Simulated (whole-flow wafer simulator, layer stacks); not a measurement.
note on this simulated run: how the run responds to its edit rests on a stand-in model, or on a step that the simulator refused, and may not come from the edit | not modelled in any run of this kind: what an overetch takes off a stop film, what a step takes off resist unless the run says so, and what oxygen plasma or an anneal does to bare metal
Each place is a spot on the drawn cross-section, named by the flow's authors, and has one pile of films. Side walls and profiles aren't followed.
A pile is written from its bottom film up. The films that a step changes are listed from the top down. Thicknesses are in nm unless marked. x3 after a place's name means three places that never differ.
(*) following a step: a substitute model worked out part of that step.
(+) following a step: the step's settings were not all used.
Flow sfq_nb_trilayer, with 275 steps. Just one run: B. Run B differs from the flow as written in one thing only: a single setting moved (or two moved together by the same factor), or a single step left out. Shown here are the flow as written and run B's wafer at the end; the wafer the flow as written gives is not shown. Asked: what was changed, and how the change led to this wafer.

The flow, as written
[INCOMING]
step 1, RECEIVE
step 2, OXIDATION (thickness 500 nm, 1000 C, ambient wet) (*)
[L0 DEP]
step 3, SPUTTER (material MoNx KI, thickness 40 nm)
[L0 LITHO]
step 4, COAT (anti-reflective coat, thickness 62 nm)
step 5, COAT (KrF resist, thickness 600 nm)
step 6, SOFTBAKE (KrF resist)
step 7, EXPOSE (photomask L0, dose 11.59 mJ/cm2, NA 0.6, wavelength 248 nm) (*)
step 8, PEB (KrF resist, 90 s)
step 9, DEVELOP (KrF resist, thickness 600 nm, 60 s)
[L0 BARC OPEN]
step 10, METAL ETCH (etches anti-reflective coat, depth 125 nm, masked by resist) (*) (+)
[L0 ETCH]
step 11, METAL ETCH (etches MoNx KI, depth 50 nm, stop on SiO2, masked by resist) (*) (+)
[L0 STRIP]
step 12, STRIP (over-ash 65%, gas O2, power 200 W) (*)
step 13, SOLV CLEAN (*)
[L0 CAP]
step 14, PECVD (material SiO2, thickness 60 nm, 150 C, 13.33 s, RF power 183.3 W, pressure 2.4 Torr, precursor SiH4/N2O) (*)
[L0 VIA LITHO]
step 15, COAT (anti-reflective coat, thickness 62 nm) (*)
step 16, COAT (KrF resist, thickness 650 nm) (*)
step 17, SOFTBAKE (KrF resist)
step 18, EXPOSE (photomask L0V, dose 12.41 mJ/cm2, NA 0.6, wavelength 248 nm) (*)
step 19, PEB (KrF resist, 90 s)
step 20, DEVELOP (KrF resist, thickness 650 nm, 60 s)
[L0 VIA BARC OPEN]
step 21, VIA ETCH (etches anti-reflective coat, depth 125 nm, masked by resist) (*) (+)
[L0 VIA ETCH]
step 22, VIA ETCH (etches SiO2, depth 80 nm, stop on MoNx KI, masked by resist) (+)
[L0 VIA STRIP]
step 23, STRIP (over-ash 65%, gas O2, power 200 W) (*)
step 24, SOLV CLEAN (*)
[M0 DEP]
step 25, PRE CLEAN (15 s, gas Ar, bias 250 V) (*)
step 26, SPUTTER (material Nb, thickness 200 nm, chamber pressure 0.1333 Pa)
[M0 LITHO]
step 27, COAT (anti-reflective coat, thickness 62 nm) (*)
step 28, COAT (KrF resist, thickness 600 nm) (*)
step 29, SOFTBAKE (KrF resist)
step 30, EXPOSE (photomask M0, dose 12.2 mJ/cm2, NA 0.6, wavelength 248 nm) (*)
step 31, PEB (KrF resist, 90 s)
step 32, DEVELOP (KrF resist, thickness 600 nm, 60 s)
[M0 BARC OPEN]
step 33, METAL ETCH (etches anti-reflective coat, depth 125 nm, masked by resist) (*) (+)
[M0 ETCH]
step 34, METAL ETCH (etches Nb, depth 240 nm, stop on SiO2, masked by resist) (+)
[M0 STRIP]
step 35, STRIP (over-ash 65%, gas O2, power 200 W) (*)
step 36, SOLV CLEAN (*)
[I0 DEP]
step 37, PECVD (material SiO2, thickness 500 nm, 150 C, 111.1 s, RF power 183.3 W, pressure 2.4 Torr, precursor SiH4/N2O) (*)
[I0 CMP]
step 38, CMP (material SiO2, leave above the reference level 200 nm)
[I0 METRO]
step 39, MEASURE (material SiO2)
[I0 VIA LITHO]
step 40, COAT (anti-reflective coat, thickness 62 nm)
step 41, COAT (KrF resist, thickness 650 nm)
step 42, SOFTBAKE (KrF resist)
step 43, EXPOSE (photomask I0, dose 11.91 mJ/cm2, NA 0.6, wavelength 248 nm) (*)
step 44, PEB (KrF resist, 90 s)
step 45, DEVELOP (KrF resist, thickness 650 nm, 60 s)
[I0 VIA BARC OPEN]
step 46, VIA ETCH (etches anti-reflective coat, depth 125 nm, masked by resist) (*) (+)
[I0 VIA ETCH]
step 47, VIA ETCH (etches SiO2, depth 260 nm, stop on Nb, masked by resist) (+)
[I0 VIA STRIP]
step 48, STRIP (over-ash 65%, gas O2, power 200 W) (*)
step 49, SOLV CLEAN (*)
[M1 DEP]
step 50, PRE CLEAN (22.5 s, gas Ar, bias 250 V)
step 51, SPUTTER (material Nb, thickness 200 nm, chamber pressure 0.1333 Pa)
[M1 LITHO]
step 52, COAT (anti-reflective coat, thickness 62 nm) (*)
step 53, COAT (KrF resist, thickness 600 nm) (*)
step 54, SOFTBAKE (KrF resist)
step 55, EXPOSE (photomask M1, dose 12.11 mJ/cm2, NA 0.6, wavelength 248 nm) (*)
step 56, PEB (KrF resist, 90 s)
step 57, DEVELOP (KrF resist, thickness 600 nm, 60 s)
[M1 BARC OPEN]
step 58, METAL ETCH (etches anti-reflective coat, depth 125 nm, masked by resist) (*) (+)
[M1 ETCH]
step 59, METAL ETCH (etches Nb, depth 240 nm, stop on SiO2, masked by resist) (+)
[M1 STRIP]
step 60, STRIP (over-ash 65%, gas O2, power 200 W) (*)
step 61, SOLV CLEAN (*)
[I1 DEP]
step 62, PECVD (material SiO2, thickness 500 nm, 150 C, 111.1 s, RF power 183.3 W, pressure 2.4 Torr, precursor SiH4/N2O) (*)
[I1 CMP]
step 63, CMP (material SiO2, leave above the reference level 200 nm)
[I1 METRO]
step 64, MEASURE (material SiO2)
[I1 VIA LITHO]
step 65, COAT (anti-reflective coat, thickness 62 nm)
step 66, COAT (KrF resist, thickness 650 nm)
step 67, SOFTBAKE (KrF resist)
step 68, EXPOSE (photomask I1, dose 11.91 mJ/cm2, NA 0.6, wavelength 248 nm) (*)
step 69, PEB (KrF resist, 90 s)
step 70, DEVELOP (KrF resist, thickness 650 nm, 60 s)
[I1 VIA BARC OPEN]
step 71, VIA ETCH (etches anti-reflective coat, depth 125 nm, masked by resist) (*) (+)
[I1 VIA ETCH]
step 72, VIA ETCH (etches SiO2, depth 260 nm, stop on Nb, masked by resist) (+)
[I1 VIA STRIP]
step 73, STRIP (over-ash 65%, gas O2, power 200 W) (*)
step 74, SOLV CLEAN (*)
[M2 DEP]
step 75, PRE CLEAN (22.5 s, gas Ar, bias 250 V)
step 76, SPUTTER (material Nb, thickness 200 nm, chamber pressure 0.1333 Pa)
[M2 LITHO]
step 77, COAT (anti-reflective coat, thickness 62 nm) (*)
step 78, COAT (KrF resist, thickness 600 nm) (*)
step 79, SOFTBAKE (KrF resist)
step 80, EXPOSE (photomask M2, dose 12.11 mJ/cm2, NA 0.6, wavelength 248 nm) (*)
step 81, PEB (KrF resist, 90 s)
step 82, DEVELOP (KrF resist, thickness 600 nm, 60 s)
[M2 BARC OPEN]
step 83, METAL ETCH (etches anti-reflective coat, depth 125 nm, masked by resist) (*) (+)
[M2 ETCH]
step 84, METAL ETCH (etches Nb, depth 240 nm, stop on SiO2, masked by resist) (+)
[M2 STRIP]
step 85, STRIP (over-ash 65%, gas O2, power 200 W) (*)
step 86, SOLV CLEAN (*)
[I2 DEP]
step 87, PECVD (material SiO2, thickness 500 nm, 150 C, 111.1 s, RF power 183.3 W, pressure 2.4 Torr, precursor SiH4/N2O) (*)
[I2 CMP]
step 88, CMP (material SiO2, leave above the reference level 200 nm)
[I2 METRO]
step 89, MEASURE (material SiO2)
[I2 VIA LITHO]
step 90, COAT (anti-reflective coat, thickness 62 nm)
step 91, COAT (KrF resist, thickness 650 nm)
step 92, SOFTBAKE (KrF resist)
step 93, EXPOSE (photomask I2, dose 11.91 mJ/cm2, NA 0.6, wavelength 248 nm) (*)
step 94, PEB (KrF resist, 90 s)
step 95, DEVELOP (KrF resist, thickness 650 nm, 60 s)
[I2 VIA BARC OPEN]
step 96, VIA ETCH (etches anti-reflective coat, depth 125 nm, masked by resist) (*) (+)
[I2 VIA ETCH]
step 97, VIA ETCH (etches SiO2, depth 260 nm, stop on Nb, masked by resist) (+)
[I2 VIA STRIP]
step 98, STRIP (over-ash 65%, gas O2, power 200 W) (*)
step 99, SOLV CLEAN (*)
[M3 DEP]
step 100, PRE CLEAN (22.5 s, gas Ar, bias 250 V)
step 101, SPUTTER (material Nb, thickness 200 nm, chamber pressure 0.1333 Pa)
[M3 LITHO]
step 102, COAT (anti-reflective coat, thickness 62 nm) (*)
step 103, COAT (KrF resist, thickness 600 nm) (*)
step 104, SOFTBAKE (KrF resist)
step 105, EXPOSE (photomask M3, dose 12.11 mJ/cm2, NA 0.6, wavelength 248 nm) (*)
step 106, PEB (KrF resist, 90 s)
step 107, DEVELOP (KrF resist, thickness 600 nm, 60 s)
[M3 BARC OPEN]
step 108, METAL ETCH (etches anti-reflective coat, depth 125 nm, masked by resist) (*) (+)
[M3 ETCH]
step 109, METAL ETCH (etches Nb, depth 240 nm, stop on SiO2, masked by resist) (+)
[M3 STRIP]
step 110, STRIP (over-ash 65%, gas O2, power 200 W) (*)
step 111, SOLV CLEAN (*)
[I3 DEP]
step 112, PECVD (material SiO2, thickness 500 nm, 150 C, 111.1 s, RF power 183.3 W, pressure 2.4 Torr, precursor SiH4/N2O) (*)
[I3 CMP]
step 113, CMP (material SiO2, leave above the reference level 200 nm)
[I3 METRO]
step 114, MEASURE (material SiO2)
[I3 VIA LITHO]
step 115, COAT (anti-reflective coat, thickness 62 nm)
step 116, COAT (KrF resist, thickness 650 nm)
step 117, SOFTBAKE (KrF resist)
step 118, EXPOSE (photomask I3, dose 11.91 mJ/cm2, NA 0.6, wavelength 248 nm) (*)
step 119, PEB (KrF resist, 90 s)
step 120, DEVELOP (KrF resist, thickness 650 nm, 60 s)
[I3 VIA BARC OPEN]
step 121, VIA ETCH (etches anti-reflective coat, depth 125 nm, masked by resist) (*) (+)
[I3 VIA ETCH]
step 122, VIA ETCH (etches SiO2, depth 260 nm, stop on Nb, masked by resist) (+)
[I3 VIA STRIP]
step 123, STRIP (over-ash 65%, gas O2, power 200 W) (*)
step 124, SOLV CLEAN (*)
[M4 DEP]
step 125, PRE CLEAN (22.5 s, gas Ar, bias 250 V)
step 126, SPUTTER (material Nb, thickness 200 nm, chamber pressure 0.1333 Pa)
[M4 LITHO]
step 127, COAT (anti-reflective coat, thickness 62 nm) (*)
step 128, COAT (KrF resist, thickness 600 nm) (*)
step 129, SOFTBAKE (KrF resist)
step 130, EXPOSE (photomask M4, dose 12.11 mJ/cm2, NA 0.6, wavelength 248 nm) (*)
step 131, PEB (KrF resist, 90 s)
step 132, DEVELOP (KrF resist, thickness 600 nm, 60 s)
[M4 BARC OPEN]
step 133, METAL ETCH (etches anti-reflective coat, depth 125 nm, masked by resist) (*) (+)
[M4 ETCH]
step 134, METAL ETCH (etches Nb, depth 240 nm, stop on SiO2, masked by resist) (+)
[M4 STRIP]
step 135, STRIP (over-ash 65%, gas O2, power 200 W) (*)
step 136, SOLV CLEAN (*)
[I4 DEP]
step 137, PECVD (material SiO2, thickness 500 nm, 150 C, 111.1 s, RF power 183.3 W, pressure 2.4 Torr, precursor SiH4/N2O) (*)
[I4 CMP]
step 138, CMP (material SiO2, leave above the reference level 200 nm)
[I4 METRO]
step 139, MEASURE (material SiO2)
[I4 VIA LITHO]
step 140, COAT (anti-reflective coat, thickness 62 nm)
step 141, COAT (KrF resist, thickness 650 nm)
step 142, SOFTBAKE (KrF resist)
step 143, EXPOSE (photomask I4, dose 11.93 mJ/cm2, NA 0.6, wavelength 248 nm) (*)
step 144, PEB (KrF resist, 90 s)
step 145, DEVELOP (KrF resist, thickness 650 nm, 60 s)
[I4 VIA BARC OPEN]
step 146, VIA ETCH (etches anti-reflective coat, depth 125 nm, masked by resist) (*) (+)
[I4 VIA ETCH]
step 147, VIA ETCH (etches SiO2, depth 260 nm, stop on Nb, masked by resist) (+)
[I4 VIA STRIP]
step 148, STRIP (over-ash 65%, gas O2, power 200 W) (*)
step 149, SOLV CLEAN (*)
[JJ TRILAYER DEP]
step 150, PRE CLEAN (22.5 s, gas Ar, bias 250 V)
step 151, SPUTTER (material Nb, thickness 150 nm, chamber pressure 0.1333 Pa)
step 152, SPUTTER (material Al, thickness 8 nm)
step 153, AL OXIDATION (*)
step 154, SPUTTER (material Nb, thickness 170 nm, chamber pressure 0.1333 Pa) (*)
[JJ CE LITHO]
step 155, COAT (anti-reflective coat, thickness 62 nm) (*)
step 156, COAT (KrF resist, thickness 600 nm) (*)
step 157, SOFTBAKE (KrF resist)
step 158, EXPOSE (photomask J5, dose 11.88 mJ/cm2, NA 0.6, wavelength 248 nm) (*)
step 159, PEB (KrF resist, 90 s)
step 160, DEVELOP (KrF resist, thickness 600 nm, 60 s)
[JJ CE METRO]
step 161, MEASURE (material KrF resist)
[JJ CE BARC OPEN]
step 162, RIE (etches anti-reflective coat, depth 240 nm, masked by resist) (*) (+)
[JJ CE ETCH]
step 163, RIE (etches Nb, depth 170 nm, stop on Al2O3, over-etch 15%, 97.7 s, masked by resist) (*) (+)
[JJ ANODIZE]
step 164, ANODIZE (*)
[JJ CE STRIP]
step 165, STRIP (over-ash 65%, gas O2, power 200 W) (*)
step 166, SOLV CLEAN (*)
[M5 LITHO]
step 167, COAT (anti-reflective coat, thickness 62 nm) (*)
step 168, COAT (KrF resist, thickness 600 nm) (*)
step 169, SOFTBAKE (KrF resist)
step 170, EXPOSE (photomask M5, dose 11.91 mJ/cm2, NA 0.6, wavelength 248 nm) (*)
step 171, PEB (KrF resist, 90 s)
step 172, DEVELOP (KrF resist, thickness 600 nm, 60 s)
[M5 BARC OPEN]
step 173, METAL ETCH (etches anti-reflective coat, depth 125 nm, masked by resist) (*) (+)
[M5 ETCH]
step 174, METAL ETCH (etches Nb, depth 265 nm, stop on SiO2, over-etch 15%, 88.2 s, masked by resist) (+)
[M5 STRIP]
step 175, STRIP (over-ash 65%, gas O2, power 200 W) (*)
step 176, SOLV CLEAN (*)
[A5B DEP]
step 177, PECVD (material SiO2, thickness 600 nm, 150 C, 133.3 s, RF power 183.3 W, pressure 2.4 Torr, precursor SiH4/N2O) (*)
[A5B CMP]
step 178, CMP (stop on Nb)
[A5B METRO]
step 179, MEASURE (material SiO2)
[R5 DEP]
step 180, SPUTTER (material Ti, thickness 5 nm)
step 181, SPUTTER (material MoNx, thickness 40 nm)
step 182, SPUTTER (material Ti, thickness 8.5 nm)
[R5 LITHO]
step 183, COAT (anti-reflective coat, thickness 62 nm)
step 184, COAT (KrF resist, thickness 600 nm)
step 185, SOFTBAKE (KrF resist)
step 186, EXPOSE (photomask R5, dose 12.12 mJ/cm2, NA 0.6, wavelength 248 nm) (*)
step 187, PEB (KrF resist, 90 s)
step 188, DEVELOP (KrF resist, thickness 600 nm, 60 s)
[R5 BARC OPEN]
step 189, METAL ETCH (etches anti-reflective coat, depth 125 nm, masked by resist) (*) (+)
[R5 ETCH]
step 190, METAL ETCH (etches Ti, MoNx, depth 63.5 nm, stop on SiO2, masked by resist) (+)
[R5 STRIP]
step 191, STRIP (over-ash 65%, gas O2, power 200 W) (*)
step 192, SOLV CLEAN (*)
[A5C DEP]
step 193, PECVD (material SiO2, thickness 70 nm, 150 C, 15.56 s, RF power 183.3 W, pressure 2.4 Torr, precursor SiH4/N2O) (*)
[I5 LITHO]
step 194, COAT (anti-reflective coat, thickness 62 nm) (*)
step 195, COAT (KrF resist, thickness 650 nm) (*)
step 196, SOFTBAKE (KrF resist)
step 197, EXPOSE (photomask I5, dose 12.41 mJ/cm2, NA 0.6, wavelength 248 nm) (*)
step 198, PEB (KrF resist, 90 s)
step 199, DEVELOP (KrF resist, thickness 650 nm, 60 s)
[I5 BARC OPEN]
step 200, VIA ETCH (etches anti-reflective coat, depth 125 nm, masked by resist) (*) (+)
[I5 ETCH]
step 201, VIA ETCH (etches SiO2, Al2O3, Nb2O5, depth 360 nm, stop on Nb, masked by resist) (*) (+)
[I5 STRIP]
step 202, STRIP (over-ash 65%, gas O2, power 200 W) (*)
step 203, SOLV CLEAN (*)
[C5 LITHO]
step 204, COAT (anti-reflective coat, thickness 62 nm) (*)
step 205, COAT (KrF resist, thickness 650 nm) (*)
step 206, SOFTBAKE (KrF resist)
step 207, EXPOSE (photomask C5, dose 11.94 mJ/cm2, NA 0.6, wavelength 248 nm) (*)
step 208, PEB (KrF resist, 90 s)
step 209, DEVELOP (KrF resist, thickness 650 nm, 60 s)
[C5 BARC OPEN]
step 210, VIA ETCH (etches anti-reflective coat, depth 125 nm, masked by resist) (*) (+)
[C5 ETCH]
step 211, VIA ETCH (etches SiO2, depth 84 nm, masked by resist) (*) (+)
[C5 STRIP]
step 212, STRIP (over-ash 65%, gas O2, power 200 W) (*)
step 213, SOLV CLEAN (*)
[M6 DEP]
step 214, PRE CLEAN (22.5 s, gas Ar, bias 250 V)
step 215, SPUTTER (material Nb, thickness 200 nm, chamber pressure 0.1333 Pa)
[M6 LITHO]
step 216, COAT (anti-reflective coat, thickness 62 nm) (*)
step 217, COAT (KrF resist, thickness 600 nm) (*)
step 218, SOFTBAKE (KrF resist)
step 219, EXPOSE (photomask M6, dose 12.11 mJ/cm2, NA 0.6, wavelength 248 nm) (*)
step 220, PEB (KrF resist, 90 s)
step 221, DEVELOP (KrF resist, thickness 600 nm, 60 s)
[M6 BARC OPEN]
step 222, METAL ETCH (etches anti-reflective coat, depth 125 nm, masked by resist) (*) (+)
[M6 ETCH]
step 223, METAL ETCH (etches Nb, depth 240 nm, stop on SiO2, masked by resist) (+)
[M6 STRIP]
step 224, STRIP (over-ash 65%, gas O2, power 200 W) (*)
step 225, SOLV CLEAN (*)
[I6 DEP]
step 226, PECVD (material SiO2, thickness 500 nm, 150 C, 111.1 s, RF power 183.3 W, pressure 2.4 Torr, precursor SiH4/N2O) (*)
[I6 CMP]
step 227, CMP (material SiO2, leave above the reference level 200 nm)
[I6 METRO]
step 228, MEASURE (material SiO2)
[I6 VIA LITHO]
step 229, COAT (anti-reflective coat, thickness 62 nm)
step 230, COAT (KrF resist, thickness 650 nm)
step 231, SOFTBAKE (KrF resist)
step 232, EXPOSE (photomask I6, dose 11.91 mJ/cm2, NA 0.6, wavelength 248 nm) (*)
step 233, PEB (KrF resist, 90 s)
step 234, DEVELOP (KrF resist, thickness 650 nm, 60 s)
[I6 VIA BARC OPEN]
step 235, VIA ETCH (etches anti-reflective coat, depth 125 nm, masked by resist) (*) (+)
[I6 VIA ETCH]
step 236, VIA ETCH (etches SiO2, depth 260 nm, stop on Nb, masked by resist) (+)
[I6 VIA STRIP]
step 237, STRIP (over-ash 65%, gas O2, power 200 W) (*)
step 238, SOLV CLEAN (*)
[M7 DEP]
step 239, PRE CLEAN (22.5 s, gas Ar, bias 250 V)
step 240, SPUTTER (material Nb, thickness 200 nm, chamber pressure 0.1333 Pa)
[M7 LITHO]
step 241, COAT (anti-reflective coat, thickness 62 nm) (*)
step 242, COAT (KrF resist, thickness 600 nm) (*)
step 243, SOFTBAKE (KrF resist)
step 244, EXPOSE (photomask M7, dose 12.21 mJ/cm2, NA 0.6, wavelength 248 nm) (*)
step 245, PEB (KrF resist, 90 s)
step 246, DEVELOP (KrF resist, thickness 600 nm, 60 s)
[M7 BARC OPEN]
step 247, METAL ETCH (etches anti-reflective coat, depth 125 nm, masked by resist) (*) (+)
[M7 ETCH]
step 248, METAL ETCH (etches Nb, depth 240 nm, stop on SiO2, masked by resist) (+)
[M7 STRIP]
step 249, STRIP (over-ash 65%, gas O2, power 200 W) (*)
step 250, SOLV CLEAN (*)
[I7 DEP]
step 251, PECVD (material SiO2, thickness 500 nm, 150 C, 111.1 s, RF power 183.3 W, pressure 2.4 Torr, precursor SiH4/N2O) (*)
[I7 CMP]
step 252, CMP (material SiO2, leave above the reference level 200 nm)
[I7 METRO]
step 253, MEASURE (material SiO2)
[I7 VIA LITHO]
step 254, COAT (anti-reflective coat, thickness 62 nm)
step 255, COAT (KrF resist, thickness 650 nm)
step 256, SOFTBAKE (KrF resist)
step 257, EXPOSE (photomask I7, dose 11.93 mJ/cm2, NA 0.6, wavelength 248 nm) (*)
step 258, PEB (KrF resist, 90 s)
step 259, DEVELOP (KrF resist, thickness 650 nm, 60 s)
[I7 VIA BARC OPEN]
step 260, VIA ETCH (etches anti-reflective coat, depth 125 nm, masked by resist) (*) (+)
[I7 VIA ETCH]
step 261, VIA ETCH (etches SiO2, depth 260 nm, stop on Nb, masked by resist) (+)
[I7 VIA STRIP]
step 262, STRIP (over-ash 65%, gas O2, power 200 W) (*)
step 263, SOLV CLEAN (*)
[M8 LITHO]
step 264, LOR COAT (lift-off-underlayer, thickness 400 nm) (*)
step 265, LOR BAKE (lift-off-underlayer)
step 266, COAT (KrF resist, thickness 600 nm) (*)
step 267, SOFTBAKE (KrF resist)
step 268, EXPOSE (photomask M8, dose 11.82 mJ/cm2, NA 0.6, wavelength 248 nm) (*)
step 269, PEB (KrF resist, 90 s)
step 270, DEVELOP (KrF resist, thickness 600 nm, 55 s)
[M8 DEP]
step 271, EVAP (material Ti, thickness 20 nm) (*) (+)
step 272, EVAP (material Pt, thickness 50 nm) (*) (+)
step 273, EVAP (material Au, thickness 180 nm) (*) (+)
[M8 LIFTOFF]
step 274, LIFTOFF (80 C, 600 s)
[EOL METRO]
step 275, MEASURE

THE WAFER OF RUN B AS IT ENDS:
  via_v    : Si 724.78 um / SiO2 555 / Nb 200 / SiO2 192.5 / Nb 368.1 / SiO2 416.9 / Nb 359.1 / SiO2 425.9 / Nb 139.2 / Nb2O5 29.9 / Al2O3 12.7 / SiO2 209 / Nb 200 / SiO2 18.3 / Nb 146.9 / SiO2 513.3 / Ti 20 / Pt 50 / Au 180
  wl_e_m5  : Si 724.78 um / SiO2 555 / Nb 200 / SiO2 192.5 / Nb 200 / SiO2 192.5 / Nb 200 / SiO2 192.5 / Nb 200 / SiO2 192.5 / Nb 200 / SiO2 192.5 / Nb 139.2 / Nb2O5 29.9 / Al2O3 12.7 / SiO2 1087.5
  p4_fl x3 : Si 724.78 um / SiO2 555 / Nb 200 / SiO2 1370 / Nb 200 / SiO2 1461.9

What caused this: step 227, CMP: leave above the reference level 286 nm was run, while the flow as written has leave above the reference level 200 nm.

The path from the change to this, step by step:
  step 227, CMP (material SiO2, leave above the reference level 200 nm)
      field_l, p4_fl x3, p4_w1 x3 and 55 more: -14 SiO2 (as written it would have been: -100 SiO2)
      v_sur, via_wl, via_w and 15 more: -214 SiO2 (as written it would have been: -300 SiO2)
      (as well as at 26 more places)
  step 236, VIA ETCH (etches SiO2, depth 260 nm, stop on Nb, masked by resist) (+)
      via_v: -260 SiO2 (as written it would have been: -199.8 SiO2 (all of it))
  step 239, PRE CLEAN (22.5 s, gas Ar, bias 250 V)
      via_v: -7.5 SiO2 (as written it would have been: -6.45 Nb)
  step 240, SPUTTER (material Nb, thickness 200 nm, chamber pressure 0.1333 Pa)
      via_v: +146.9 Nb (new film) (as written it would have been: +161.1 Nb)
  step 241, COAT (anti-reflective coat, thickness 62 nm) (*)
      via_sp: +50 anti-reflective coat (new film) (as written it would have been: +53.1 anti-reflective coat (new film))
      via_v: +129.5 anti-reflective coat (new film) (as written it would have been: +126 anti-reflective coat (new film))
      (as well as at 1 more place)
  step 242, COAT (KrF resist, thickness 600 nm) (*)
      via_v: +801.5 KrF resist (new film) (as written it would have been: +742.5 KrF resist (new film))
  step 249, STRIP (over-ash 65%, gas O2, power 200 W) (*)
      via_sp: -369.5 KrF resist (all of it), -50 anti-reflective coat (all of it) (as written it would have been: -373.6 KrF resist (all of it), -53.1 anti-reflective coat (all of it))
      via_v: -583.4 KrF resist (all of it), -129.5 anti-reflective coat (all of it) (as written it would have been: -524.5 KrF resist (all of it), -126 anti-reflective coat (all of it))
      (as well as at 1 more place)
  step 251, PECVD (material SiO2, thickness 500 nm, 150 C, 111.1 s, RF power 183.3 W, pressure 2.4 Torr, precursor SiH4/N2O) (*)
      via_v: +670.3 SiO2 (new film) (as written it would have been: +621 SiO2 (new film))
  step 252, CMP (material SiO2, leave above the reference level 200 nm)
      via_v: -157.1 SiO2 (as written it would have been: -183.1 SiO2)
With metal films that touch counted as one body, via_v has 7 bodies (between them, from the top down: SiO2 513.3; SiO2 18.3; SiO2 209 / Al2O3 12.7 / Nb2O5 29.9; SiO2 425.9; SiO2 416.9; SiO2 192.5); the flow as written gives 6 bodies (between them, from the top down: SiO2 437.8; SiO2 209 / Al2O3 12.7 / Nb2O5 29.9; SiO2 425.9; SiO2 416.9; SiO2 192.5).
